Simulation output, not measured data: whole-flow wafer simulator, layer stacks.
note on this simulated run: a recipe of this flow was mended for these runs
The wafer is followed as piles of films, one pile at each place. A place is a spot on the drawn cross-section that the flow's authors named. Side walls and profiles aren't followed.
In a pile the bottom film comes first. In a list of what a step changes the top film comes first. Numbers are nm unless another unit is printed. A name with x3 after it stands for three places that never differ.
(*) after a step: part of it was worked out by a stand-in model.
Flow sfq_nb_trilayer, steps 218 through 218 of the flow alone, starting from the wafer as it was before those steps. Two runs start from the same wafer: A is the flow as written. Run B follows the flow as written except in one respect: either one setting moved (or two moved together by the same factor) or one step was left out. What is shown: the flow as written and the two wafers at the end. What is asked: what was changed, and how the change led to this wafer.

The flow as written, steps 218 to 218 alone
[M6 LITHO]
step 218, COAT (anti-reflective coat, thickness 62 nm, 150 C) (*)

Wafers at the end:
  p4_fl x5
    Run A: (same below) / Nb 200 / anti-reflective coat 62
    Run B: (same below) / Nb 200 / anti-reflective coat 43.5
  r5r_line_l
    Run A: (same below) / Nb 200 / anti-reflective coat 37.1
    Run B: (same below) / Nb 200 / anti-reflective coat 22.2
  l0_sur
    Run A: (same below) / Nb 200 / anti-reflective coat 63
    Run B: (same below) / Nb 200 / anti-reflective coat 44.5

Cause: step 218, COAT: thickness 43.5 nm was run, though the flow has thickness 62 nm.
The wafer lets one read it off: p4_fl x5 has anti-reflective coat 43.5, and step 218 as written asks for 62 nm.

Step by step, how the change led to this:
  step 218, COAT (anti-reflective coat, thickness 62 nm, 150 C) (*)
      p4_fl x5, p4_w1 x9, p3_s0 x9 and 41 more: A +62 anti-reflective coat (new film) | B +43.5 anti-reflective coat (new film)
      r5r_line_l, r5r_line_c, r5r_line_r: A +37.1 anti-reflective coat (new film) | B +22.2 anti-reflective coat (new film)
      (as well as at 39 more places)
